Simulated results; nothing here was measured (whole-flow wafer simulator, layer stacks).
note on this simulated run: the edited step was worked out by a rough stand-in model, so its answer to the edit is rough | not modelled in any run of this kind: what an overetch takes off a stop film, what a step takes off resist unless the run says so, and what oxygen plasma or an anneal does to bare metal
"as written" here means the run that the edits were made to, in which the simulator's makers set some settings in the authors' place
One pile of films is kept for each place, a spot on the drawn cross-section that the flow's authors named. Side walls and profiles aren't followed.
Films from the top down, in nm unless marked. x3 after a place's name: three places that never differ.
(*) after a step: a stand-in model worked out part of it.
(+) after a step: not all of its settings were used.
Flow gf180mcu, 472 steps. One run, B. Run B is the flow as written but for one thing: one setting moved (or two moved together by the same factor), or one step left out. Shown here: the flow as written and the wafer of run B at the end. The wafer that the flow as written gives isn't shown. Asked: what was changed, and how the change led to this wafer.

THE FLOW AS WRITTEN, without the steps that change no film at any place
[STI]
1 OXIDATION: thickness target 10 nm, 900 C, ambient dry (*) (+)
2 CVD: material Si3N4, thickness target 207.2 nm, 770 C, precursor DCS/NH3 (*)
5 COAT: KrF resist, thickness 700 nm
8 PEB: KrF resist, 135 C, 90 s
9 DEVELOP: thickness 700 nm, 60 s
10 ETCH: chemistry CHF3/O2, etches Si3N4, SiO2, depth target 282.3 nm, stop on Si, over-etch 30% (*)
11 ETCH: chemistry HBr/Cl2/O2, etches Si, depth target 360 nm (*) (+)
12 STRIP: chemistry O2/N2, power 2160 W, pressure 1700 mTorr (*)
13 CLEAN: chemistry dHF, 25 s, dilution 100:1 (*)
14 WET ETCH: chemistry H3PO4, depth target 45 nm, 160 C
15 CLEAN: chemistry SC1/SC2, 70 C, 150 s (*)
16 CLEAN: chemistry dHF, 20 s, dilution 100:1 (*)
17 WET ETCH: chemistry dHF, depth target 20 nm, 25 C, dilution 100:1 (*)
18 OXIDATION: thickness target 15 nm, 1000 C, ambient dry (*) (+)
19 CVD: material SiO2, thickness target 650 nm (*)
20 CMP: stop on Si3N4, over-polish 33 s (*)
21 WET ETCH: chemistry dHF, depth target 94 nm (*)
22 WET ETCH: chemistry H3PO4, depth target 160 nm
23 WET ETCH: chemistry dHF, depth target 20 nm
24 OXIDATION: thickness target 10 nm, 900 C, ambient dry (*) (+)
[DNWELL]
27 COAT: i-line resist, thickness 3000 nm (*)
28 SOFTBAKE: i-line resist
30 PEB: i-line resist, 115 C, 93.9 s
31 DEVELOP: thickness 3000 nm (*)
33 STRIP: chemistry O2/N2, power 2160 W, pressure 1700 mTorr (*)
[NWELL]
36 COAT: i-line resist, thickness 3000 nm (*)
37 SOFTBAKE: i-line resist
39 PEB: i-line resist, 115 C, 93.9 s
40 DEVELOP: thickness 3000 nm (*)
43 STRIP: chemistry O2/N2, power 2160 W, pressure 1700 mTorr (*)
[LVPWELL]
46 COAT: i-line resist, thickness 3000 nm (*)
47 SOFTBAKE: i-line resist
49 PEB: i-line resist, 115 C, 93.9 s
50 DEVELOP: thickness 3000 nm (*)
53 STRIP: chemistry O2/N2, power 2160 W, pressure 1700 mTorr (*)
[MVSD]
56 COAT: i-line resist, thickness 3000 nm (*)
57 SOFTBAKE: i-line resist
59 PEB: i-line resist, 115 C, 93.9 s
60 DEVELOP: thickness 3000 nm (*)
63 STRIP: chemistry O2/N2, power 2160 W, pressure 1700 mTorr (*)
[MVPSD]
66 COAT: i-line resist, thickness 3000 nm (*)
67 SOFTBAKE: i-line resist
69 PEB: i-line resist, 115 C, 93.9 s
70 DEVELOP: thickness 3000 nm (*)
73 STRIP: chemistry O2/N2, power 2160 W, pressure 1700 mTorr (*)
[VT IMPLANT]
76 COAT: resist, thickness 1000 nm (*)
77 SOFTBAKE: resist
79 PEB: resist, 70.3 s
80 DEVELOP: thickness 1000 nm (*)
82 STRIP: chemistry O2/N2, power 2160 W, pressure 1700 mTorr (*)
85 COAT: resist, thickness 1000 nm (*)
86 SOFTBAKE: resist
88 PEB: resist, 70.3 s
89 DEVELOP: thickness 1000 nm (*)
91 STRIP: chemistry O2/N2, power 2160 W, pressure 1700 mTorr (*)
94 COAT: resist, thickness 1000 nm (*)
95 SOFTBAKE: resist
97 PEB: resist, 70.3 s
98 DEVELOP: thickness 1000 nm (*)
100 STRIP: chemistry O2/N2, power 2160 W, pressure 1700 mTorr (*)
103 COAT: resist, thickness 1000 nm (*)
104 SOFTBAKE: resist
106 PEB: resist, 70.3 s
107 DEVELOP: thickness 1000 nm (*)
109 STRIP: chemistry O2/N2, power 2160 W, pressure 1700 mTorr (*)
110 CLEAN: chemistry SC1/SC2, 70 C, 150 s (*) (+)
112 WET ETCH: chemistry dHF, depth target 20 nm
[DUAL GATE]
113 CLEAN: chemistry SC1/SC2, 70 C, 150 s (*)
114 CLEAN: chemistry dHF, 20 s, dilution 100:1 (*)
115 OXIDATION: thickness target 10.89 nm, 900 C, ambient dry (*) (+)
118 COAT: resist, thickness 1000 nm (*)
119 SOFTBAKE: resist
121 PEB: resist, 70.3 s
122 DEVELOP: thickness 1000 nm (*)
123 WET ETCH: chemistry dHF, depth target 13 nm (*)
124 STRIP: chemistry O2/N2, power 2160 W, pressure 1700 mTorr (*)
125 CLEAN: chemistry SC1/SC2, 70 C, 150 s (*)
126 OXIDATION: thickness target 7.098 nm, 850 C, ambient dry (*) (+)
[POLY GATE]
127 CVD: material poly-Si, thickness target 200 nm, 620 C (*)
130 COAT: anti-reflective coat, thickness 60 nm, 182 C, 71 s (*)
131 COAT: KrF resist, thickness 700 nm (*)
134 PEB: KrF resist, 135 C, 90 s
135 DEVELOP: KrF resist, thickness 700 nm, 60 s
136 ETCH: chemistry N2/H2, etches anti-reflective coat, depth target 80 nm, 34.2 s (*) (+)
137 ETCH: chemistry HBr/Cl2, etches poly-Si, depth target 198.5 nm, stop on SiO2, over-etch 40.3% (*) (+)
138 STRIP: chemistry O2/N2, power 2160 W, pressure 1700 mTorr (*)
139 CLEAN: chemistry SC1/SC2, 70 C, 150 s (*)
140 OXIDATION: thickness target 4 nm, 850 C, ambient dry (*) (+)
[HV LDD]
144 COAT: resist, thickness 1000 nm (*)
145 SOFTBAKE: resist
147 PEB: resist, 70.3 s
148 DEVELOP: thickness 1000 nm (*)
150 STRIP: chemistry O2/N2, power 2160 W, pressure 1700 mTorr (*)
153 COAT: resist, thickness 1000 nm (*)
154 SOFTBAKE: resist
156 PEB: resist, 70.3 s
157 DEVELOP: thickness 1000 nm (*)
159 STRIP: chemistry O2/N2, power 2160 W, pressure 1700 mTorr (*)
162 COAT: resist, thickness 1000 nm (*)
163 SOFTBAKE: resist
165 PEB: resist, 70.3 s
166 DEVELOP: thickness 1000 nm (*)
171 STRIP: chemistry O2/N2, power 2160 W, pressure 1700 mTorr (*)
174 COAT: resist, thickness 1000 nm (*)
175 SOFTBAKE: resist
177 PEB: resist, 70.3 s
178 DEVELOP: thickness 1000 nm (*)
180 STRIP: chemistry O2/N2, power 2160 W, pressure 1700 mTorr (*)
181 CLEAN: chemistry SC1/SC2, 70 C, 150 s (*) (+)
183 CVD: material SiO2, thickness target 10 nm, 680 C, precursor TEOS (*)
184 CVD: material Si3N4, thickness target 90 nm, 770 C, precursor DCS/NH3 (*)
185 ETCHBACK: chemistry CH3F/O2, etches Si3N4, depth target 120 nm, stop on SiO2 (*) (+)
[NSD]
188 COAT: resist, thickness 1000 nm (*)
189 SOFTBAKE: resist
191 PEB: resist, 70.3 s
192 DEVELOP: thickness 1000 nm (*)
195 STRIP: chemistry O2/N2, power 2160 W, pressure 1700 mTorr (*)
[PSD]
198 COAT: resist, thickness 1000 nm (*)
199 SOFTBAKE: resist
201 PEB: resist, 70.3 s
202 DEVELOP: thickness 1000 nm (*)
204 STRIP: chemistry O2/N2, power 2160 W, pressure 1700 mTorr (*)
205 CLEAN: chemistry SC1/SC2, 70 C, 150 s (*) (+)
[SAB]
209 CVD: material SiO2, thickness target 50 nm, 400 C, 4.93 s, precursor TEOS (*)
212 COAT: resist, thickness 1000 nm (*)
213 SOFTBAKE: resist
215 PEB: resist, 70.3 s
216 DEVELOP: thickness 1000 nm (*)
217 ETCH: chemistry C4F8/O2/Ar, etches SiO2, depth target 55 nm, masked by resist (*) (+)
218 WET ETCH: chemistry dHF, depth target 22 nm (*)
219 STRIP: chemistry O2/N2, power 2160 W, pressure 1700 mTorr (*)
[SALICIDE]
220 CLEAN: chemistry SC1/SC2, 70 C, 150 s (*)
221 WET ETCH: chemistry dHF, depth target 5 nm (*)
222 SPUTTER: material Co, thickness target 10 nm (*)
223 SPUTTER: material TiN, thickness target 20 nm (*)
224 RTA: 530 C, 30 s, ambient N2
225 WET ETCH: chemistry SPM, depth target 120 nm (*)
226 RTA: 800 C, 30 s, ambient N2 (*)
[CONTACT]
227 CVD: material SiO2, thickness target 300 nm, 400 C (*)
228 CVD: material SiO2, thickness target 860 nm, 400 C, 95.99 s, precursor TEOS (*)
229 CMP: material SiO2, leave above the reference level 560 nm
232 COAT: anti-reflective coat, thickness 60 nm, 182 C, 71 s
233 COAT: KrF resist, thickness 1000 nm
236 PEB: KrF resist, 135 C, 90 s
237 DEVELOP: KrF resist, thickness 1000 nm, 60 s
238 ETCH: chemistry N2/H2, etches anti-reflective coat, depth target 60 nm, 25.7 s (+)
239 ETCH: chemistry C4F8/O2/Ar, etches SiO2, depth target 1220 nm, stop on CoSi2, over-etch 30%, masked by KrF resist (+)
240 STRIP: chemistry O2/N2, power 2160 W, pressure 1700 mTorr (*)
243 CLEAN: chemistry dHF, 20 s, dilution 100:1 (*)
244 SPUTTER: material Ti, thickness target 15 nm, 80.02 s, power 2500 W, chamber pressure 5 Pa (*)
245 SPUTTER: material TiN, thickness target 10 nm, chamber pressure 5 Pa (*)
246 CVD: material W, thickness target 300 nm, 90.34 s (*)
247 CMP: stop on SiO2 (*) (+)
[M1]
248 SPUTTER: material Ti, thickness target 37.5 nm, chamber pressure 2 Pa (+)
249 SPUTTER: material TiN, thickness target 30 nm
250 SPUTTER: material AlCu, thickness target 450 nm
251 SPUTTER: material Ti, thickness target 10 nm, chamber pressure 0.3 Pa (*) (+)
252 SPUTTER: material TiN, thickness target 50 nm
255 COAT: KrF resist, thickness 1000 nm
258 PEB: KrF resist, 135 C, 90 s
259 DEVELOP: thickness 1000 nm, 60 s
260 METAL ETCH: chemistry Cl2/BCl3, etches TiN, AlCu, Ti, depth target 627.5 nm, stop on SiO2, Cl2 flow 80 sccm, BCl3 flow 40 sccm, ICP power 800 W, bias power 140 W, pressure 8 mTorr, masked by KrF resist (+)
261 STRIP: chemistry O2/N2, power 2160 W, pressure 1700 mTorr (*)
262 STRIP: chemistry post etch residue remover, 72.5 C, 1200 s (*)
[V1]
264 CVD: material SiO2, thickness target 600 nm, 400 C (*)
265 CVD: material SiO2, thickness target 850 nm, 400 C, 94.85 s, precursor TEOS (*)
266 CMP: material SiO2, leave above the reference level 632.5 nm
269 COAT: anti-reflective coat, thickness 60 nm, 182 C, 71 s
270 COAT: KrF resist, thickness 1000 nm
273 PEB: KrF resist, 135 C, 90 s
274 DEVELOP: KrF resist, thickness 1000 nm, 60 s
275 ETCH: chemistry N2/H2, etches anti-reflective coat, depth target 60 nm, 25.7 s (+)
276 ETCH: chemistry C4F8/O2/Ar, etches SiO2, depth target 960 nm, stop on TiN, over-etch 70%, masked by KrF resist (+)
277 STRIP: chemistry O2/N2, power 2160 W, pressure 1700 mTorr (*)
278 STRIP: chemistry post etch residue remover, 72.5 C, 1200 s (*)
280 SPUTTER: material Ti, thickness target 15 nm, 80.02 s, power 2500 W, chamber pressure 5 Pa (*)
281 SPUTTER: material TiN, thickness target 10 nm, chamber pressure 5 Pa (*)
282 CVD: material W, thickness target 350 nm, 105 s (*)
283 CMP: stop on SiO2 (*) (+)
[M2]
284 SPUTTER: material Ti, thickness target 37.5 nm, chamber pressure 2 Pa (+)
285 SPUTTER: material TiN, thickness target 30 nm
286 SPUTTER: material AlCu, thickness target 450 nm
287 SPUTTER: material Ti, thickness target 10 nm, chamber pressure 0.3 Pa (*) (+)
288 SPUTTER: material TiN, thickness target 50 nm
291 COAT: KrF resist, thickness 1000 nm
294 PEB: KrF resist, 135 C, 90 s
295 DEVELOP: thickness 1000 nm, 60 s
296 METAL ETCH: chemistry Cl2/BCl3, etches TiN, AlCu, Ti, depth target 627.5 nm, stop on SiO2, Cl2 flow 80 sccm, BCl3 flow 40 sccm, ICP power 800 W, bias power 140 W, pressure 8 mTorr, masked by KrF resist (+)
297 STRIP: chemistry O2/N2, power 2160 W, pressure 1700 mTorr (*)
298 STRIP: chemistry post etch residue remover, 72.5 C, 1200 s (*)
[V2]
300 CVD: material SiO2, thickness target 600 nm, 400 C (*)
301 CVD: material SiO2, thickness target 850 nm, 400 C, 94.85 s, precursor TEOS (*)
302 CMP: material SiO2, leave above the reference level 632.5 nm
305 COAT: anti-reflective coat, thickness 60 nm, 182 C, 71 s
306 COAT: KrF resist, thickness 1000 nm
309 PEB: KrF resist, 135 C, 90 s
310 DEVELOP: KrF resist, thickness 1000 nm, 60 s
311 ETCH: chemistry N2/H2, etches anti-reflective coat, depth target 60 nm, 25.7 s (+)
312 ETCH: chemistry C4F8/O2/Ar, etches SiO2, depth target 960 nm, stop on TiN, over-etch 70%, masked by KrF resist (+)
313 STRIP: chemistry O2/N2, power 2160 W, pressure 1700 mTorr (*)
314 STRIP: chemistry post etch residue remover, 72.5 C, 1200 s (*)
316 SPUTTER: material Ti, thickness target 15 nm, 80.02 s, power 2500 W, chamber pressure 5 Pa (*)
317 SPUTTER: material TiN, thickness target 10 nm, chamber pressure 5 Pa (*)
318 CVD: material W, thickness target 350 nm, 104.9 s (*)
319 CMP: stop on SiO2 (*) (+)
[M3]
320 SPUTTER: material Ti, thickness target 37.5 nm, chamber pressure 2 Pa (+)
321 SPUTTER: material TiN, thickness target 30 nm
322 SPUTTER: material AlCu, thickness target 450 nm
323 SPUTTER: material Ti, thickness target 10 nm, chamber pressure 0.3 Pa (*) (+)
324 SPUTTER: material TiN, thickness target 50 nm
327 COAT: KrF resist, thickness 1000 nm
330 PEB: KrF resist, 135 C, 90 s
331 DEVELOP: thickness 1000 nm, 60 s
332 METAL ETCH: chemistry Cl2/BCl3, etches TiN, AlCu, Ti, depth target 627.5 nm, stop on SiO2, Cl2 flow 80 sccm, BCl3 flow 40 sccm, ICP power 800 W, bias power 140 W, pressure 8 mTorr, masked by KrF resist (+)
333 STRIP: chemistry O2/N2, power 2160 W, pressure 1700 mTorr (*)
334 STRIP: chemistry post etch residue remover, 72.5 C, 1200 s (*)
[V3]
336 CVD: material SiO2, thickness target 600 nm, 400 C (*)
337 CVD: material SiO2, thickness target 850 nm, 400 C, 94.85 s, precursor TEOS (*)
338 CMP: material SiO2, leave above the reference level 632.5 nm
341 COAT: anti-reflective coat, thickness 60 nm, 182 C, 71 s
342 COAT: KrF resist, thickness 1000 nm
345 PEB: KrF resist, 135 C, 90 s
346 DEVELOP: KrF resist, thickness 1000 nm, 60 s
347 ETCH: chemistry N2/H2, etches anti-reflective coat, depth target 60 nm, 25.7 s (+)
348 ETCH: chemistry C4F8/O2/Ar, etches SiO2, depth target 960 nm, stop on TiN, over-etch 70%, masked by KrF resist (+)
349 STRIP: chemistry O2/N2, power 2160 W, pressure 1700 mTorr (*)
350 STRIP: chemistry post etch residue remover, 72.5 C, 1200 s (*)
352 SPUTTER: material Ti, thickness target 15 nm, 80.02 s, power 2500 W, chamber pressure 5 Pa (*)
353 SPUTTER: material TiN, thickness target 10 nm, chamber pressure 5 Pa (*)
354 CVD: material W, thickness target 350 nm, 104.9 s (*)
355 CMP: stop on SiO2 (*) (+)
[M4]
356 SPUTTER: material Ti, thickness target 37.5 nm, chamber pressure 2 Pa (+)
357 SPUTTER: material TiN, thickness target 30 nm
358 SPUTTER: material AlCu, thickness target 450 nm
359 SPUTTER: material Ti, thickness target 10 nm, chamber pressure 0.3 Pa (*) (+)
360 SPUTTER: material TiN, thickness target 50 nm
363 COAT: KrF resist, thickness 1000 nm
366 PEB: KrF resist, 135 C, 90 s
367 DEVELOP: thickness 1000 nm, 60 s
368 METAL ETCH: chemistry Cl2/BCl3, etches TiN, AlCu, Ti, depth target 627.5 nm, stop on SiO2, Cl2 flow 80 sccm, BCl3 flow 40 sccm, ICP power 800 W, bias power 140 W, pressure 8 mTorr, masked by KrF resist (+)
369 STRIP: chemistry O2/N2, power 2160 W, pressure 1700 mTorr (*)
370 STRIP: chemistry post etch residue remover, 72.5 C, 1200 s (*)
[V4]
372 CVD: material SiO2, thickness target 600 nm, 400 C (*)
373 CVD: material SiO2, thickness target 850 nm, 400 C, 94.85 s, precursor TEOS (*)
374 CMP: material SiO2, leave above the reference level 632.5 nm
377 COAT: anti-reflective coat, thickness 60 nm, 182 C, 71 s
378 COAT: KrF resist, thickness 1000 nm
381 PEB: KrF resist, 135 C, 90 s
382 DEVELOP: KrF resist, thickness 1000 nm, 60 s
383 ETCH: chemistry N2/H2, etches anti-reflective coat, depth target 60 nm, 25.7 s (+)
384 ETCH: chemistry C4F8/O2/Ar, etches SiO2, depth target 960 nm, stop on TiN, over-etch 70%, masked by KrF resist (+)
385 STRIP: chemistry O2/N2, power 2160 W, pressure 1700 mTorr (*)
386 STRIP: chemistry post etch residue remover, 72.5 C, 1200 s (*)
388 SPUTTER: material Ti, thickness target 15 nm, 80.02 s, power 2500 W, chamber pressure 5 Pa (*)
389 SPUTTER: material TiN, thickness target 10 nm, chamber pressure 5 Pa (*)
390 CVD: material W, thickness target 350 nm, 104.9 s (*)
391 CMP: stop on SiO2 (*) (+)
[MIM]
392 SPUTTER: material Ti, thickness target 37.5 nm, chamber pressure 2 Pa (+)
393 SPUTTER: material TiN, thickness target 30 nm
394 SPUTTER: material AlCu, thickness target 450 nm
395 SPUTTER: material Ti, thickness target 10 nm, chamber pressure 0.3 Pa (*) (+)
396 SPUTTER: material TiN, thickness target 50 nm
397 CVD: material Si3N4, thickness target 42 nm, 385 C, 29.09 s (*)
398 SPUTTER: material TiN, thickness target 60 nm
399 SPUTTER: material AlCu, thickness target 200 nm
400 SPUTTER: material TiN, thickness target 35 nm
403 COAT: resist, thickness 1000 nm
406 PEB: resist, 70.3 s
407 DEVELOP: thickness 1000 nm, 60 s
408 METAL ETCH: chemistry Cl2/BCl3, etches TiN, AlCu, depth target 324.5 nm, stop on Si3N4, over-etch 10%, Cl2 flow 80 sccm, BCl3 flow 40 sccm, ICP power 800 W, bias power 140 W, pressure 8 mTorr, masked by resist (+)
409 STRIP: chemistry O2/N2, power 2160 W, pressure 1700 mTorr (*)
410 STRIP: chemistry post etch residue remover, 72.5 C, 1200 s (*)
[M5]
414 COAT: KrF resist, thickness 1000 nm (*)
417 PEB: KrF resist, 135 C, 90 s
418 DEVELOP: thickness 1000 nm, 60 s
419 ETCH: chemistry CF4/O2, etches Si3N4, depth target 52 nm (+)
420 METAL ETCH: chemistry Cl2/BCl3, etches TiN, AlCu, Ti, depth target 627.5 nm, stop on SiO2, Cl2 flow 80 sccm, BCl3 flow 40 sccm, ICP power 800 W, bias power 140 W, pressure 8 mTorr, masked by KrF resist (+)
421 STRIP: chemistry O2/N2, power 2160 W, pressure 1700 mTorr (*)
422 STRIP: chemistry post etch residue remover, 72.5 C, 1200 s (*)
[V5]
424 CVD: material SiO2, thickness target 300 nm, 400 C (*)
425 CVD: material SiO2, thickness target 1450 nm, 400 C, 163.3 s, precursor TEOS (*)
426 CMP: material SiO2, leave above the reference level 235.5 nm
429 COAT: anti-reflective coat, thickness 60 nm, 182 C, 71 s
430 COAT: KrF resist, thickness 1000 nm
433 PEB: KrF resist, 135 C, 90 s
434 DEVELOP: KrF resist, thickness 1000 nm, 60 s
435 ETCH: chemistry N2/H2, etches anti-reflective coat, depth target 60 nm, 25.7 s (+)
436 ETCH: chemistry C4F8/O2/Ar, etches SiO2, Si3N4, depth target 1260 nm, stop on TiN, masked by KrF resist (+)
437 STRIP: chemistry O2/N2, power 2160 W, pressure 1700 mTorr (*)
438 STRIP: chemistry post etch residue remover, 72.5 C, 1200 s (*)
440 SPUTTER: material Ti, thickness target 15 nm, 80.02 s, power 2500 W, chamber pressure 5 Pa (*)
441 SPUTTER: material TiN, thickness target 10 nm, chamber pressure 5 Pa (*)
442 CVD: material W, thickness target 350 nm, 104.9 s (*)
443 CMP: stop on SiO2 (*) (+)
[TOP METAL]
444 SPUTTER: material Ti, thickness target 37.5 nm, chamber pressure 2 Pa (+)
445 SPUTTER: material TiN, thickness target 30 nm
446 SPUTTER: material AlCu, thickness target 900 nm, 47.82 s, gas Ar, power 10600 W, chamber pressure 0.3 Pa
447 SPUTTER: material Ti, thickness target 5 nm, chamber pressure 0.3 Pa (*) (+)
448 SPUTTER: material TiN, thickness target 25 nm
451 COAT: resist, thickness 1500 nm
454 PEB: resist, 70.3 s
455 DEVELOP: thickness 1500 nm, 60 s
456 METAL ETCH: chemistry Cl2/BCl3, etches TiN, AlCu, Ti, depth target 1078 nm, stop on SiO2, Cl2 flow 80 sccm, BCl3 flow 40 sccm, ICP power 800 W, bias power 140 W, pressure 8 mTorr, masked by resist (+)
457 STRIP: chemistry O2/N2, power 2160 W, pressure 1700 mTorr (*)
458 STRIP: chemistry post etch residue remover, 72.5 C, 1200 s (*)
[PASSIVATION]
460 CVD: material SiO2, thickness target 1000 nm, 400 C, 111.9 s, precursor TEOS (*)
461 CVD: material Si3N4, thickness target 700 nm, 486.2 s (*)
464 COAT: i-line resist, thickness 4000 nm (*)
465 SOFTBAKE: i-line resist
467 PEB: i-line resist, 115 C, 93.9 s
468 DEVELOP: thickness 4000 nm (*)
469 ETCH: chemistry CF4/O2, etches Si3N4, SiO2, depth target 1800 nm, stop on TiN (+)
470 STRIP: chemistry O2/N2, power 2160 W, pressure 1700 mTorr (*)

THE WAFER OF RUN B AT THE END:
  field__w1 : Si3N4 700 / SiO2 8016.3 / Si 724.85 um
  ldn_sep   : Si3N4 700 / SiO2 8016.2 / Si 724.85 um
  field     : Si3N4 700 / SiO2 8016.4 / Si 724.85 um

The cause: step 11, ETCH: depth target 148 nm was run, where the flow has depth target 360 nm.

How the change led to this, step by step:
  11 ETCH: chemistry HBr/Cl2/O2, etches Si, depth target 360 nm (*) (+)
      active, n_well, p_well and 40 more: KrF resist -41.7 (as written it would be: KrF resist -112.3)
      field, field_sub, sti and 34 more: Si -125 (as written it would be: Si -337)
  12 STRIP: chemistry O2/N2, power 2160 W, pressure 1700 mTorr (*)
      active, n_well, p_well and 40 more: KrF resist -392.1 (all of it) (as written it would be: KrF resist -321.4 (all of it))
  19 CVD: material SiO2, thickness target 650 nm (*)
      ld_fp_n, ld_drift_n, ld_fp_p and 7 more: SiO2 +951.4 (as written it would be: SiO2 +1163.4)
      m1: SiO2 +650 (as written it would be: SiO2 +1163.4)
  20 CMP: stop on Si3N4, over-polish 33 s (*)
      sti, mim_1p0, pad and 11 more: SiO2 -350.5 (as written it would be: SiO2 -138.5)
      nw_enc_fld, nw_enc_fld_lv: SiO2 -354.5 (as written it would be: SiO2 -142.5)
      (and at 11 more places)
  24 OXIDATION: thickness target 10 nm, 900 C, ambient dry (*) (+)
      sti, mim_1p0, pad and 17 more: SiO2 +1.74, Si -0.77 (as written it would be: SiO2 +1.02, Si -0.45)
      field, mim, npoly_sal, nw_sep_fld: SiO2 +1.8, Si -0.79 (as written it would be: SiO2 +1.04, Si -0.46)
      (and at 13 more places)
  115 OXIDATION: thickness target 10.89 nm, 900 C, ambient dry (*) (+)
      sti, mim_1p0, pad and 19 more: SiO2 +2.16, Si -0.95 (as written it would be: SiO2 +1.22, Si -0.54)
      field, field__w1, field__w2, field__w3, field__w6, field__w12, mim, nw_sep_fld: SiO2 +2.24, Si -0.99 (as written it would be: SiO2 +1.25, Si -0.55)
      (and at 19 more places)
  126 OXIDATION: thickness target 7.098 nm, 850 C, ambient dry (*) (+)
      field, field__w3, field__w12, mim: SiO2 +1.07, Si -0.47 (as written it would be: SiO2 +0.55, Si -0.24)
      field_sub, field_sub__w2, npoly_u, ppoly_sal: SiO2 +1.05, Si -0.46 (as written it would be: SiO2 +0.54, Si -0.24)
      (and at 3 more places)
  189 SOFTBAKE: resist
      field__w9: resist -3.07 (as written it would be: resist +6.92)
      active_hv: resist -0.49 (as written it would be: resist +2.68)
      (and at 1 more place)
  199 SOFTBAKE: resist
      field__w9: resist -3.07 (as written it would be: resist +6.92)
      active_hv: resist -0.49 (as written it would be: resist +2.68)
      (and at 1 more place)
